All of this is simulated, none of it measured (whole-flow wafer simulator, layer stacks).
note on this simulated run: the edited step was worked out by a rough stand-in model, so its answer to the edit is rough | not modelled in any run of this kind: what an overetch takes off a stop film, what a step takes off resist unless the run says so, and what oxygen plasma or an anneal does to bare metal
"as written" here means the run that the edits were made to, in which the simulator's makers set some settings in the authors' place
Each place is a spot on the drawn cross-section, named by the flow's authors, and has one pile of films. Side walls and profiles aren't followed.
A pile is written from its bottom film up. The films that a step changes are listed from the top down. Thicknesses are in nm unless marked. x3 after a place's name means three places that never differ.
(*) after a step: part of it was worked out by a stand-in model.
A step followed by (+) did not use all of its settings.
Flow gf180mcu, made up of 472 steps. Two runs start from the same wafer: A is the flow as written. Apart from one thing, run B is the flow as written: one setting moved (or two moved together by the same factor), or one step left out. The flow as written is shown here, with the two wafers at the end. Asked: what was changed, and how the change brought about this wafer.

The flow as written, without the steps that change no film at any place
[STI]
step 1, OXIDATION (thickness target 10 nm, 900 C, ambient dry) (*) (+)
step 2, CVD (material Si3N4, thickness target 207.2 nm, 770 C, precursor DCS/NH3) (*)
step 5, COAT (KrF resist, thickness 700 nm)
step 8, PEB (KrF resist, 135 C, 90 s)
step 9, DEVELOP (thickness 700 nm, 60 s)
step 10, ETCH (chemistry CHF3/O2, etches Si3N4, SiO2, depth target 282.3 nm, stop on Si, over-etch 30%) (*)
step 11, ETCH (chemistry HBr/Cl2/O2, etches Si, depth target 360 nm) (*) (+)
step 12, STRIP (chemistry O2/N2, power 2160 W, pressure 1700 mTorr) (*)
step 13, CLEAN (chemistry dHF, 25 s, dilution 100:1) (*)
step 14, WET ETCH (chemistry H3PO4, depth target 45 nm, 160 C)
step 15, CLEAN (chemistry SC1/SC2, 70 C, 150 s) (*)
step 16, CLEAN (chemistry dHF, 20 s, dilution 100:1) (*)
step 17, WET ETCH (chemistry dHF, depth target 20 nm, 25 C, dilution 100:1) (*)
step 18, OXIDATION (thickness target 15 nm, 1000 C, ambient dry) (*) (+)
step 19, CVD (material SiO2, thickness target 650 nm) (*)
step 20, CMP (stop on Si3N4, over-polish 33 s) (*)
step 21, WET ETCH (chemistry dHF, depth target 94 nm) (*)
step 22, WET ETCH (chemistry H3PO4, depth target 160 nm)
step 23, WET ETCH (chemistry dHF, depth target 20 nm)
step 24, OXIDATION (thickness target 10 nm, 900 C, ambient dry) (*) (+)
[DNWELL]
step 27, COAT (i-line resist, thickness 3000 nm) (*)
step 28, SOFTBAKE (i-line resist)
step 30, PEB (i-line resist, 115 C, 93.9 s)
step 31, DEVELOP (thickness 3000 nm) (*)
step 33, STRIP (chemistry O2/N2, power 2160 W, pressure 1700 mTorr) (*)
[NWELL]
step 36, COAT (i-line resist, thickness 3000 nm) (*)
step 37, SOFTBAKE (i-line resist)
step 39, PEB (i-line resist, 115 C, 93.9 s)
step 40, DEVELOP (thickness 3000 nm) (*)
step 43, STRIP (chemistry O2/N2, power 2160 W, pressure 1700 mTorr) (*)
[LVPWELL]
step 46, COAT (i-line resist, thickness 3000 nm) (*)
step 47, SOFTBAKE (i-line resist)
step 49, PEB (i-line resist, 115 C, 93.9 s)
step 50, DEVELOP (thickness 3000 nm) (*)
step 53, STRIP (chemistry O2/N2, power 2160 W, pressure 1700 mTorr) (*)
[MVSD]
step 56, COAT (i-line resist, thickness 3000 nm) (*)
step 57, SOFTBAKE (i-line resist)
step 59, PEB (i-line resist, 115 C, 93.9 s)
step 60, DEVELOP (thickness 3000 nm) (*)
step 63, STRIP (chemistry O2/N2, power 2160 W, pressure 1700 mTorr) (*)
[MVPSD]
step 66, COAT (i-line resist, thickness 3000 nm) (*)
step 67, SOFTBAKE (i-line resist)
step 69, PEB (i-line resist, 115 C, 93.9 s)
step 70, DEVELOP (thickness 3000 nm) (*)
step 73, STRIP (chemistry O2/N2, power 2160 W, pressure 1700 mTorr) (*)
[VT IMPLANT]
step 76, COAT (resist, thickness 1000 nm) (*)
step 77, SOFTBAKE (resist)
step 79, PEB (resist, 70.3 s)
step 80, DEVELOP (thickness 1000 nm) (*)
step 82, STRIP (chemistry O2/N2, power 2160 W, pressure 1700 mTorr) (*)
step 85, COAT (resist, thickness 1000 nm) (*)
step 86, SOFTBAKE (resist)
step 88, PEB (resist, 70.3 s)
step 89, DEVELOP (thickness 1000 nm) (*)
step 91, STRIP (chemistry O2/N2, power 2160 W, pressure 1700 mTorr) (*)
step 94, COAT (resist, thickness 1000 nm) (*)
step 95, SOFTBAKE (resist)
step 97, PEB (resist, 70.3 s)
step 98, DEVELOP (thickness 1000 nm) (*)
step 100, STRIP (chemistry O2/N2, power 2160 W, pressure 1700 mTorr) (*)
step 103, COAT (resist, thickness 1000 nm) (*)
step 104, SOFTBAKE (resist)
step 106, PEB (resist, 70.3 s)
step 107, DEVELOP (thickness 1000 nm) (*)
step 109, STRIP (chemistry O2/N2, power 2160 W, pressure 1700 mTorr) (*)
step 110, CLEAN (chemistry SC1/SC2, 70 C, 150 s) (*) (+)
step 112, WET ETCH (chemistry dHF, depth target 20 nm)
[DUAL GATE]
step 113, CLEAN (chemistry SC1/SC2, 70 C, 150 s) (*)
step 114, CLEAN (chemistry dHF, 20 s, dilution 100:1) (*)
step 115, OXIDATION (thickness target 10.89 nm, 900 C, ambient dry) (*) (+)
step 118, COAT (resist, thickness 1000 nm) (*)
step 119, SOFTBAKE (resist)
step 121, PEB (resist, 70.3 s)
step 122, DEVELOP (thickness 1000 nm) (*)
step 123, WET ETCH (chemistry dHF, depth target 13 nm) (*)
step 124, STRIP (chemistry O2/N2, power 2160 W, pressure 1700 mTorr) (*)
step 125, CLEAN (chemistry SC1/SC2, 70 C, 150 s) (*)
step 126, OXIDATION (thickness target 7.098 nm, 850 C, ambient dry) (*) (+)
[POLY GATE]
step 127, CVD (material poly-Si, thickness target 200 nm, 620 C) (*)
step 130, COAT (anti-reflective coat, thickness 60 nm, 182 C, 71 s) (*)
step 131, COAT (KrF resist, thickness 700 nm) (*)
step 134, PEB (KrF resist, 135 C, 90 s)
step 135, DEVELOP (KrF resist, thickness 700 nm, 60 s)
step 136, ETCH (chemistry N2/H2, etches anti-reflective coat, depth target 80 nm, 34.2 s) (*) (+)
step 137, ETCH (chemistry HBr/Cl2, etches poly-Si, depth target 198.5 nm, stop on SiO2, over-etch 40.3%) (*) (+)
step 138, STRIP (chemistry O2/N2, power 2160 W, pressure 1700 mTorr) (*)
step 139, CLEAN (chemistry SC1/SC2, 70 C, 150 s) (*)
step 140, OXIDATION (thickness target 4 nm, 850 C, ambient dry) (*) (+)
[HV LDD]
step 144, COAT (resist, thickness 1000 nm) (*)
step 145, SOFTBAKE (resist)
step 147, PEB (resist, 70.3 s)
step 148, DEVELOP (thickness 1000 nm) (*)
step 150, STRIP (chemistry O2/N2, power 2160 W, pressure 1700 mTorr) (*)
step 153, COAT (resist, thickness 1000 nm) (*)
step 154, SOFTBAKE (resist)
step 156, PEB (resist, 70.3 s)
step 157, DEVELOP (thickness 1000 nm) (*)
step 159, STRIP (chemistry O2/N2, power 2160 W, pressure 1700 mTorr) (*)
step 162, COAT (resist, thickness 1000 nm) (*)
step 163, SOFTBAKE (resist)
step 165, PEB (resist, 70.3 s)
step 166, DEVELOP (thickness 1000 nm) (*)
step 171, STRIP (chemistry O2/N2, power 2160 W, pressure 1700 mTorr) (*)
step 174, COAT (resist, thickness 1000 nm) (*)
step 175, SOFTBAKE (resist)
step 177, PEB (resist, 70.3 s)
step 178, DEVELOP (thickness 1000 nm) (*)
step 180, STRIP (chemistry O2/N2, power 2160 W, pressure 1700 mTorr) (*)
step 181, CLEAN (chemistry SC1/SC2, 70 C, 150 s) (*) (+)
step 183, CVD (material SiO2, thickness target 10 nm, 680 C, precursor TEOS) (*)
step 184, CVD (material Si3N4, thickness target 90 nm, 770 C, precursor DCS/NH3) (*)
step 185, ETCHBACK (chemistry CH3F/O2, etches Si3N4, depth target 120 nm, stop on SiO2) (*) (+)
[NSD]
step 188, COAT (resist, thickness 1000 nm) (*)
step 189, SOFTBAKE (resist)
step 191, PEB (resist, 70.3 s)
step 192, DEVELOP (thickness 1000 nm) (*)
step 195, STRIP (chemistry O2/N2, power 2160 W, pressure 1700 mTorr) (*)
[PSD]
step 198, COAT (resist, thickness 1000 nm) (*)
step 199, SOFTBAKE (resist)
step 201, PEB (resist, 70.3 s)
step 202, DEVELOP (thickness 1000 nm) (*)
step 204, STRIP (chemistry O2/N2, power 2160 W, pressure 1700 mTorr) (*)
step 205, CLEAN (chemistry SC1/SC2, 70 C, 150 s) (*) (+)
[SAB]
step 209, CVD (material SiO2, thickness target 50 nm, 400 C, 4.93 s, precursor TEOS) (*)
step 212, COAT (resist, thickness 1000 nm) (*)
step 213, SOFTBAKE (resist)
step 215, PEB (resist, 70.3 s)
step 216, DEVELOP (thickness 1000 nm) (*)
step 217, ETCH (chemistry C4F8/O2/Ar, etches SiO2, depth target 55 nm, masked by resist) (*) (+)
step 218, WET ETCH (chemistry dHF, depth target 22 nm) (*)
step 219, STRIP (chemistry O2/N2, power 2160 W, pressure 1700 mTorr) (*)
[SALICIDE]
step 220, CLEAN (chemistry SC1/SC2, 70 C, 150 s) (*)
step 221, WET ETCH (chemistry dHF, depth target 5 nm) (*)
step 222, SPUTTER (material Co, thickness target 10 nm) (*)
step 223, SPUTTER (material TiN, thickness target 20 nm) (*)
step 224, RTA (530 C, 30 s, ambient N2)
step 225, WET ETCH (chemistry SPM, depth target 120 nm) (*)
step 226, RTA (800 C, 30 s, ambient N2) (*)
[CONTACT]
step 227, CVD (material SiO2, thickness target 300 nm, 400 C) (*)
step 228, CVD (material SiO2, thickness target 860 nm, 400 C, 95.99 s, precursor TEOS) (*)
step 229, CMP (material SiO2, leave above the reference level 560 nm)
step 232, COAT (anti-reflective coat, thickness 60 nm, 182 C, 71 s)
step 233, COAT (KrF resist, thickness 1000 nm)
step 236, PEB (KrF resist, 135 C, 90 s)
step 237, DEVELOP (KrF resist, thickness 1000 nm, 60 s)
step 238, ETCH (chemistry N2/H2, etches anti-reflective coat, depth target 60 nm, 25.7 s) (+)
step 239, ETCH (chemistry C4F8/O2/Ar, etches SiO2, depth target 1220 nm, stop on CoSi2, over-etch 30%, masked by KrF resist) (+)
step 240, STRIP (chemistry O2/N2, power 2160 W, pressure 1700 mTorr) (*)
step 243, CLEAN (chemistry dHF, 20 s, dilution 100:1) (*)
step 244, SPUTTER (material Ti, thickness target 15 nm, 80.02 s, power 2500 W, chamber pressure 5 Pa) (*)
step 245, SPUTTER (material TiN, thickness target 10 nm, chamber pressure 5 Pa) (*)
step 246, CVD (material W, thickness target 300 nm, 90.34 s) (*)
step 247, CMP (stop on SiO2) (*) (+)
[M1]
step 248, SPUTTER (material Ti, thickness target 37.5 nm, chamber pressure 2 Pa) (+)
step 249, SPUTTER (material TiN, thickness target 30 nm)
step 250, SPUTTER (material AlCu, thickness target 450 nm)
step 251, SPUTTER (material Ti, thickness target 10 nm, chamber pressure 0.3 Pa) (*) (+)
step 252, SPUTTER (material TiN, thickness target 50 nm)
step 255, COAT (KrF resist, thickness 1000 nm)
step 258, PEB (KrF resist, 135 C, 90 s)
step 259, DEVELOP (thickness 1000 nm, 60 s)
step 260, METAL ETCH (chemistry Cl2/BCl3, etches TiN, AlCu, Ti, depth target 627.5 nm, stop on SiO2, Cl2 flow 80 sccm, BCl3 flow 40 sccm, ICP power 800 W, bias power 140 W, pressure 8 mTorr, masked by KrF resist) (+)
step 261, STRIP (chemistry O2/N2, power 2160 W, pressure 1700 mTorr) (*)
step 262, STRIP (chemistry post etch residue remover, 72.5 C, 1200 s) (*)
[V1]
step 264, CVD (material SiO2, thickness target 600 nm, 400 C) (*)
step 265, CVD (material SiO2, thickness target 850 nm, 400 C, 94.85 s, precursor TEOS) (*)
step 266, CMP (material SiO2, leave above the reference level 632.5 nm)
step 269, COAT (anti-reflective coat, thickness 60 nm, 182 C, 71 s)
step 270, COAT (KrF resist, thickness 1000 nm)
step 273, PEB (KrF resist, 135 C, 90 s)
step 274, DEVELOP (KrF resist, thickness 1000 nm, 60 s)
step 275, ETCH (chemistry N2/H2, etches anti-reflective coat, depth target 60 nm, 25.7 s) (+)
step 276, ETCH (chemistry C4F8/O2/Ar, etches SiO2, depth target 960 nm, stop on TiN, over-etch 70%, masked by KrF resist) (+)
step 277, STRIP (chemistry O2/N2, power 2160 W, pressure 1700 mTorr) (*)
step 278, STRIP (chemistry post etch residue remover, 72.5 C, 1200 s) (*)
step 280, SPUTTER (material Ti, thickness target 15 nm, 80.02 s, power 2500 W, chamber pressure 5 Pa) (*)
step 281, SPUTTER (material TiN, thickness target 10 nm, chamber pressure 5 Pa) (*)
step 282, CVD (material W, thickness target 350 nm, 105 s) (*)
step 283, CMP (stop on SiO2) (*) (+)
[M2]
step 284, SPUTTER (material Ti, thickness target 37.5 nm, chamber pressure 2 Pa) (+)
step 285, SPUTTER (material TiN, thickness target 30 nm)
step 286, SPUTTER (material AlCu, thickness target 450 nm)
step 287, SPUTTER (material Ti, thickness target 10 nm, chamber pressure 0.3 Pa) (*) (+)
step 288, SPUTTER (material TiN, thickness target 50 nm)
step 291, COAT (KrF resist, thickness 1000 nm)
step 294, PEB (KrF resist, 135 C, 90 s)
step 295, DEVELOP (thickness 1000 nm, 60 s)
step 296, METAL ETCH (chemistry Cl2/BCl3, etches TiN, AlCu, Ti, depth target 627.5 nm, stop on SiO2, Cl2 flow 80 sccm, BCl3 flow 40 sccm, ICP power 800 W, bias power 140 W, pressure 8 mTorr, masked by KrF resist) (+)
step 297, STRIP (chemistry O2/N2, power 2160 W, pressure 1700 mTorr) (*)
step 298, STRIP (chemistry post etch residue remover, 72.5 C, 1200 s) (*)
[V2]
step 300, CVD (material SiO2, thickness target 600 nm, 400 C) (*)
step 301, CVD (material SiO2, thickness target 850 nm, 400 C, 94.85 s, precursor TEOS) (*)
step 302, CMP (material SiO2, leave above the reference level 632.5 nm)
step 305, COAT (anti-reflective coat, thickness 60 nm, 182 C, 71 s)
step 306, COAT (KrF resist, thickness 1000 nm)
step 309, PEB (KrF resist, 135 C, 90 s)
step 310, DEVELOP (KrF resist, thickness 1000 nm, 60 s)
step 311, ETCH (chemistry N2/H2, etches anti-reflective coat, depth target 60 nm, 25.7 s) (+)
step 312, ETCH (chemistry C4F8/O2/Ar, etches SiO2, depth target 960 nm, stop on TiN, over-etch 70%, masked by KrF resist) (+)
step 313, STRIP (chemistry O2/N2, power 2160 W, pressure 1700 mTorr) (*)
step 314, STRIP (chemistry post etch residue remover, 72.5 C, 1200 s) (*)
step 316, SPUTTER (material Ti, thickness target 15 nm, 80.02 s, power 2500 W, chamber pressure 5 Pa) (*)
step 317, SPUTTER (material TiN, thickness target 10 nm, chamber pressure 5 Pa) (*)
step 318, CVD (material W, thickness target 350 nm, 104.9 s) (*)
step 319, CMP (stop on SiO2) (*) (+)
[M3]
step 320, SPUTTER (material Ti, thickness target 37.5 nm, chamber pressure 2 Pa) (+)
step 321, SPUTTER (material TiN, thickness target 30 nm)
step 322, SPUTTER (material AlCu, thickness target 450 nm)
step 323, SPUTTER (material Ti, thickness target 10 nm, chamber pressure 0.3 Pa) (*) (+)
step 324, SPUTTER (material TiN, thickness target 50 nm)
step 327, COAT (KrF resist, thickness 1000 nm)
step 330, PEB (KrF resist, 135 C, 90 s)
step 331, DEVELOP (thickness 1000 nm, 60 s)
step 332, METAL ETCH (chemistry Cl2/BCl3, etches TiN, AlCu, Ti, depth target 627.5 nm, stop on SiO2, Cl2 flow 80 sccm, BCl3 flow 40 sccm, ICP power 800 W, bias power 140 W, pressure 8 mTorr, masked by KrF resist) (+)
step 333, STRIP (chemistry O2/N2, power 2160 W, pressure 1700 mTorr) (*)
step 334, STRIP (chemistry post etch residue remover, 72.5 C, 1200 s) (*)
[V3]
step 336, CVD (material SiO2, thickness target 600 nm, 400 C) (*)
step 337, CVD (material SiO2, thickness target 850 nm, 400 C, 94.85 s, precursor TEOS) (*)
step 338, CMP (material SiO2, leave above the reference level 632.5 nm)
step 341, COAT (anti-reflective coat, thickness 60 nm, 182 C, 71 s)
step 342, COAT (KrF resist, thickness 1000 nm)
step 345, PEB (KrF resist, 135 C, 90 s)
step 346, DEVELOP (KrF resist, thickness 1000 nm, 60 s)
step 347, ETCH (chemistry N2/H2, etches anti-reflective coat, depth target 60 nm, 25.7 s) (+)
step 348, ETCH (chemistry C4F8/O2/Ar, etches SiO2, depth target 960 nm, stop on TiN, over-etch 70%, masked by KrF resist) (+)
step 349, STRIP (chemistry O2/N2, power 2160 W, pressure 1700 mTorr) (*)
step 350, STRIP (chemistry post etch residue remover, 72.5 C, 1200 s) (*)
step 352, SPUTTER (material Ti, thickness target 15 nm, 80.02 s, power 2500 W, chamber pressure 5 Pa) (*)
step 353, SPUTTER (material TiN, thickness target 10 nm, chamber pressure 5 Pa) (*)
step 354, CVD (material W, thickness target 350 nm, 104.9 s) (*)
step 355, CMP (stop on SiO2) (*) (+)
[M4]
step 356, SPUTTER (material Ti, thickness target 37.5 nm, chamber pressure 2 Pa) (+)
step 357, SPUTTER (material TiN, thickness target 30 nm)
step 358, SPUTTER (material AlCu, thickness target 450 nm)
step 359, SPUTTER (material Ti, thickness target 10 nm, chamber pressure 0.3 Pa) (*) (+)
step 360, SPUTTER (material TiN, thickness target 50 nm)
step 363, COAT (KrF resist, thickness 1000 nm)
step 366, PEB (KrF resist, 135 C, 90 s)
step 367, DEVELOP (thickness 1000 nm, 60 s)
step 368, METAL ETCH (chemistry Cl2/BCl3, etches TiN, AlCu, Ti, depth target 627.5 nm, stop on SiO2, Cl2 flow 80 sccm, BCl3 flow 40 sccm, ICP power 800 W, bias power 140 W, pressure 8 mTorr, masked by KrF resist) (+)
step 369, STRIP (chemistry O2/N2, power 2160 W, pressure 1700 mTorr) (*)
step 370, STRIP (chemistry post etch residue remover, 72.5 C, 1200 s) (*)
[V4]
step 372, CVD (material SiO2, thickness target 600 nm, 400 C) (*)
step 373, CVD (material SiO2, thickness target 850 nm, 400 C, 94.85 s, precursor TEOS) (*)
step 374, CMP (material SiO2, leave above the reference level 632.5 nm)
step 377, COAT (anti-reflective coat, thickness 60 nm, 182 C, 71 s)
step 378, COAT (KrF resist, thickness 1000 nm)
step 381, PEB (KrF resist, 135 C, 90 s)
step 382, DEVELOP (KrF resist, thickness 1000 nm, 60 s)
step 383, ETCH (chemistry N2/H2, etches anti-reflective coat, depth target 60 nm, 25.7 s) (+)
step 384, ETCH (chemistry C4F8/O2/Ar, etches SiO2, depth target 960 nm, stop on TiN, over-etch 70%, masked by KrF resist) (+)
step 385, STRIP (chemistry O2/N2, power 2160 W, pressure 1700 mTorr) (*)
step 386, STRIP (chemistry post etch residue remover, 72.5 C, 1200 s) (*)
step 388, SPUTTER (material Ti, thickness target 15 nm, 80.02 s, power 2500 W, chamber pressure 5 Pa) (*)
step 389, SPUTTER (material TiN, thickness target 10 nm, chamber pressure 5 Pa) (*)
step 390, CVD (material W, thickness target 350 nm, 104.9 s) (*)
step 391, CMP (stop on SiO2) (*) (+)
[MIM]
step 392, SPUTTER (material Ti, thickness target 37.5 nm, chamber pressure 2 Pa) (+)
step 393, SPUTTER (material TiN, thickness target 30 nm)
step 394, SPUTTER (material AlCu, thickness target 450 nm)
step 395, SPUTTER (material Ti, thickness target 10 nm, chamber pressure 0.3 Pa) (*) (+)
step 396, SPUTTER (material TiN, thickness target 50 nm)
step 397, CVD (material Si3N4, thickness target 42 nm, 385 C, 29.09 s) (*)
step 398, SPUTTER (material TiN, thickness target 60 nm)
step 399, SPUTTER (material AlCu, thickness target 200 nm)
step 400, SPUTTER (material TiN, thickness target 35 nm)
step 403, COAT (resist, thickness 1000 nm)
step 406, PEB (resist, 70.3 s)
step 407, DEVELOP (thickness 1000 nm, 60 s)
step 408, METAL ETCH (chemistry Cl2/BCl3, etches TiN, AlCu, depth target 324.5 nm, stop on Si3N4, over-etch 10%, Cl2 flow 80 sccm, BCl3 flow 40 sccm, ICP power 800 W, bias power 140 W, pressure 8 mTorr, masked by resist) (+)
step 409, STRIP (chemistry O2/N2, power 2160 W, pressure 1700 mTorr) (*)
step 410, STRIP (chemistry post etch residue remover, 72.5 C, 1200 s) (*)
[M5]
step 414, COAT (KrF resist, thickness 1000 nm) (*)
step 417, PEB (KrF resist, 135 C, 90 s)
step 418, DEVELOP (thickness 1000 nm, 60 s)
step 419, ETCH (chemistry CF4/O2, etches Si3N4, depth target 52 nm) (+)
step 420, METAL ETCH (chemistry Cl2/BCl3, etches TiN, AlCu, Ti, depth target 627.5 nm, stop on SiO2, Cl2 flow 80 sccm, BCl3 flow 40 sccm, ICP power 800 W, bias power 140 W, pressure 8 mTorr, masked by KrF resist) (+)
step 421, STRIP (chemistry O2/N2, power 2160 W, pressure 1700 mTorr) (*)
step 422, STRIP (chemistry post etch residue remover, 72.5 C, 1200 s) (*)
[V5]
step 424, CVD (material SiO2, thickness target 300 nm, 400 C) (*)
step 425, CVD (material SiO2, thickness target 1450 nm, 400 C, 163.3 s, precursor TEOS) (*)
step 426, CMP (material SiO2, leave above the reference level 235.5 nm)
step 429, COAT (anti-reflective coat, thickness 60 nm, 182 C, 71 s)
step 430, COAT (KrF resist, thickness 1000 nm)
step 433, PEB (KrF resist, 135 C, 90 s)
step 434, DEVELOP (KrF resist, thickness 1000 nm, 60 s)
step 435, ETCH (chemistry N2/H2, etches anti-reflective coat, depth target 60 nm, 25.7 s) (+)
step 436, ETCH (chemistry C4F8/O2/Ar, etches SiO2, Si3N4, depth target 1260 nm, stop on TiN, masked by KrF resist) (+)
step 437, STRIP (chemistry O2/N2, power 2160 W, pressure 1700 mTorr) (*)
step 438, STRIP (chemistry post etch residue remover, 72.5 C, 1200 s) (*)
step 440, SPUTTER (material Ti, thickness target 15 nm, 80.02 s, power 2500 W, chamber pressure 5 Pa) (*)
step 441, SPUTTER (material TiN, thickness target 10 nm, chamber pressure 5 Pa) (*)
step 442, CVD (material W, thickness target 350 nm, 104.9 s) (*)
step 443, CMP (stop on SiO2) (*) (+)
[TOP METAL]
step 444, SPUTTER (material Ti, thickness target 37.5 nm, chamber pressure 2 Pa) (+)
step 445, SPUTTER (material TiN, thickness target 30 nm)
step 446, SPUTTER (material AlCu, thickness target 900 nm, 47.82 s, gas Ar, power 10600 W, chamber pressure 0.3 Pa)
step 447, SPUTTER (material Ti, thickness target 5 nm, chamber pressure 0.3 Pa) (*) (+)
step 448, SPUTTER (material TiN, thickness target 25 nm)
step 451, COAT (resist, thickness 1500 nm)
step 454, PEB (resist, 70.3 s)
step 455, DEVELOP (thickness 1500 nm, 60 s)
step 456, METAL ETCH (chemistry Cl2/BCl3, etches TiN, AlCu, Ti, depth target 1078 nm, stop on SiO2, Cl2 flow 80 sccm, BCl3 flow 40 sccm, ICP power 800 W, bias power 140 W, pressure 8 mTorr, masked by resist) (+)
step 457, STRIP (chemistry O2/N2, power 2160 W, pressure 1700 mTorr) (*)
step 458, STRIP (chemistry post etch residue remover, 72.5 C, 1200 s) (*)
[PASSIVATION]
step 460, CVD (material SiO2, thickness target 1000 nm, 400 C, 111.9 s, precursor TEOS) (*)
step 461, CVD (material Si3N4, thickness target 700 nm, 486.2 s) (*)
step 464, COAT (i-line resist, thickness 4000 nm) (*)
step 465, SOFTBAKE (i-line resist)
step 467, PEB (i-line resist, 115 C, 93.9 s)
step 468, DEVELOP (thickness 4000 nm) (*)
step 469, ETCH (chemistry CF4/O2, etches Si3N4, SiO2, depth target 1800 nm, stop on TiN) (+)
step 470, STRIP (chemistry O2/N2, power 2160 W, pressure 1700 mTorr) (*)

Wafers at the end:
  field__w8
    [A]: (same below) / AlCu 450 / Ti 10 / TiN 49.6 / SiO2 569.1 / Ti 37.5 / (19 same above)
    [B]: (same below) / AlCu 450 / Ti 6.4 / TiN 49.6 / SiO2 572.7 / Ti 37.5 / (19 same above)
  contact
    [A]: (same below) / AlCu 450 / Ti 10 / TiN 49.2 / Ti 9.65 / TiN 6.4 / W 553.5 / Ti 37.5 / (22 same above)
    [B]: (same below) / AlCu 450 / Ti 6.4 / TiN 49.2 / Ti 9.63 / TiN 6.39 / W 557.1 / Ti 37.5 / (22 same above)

Cause: step 323, SPUTTER: thickness target 6.4 nm was run, while the flow as written has thickness target 10 nm.
The wafer itself shows it: field__w8 has Ti 6.4, and step 323 as written asks for 10 nm.

How this came from the change, step by step:
  step 323, SPUTTER (material Ti, thickness target 10 nm, chamber pressure 0.3 Pa) (*) (+)
      field, field__w1, field__w2 and 108 more: A Ti gains 10 (new film) | B Ti gains 6.4 (new film)
  step 332, METAL ETCH (chemistry Cl2/BCl3, etches TiN, AlCu, Ti, depth target 627.5 nm, stop on SiO2, Cl2 flow 80 sccm, BCl3 flow 40 sccm, ICP power 800 W, bias power 140 W, pressure 8 mTorr, masked by KrF resist) (+)
      field, field__w1, field__w2 and 103 more: A TiN loses 50 (all of it), Ti loses 10 (all of it), AlCu loses 450 (all of it), TiN loses 30 (all of it), Ti loses 37.5 (all of it) | B TiN loses 50 (all of it), Ti loses 6.4 (all of it), AlCu loses 450 (all of it), TiN loses 30 (all of it), Ti loses 37.5 (all of it)
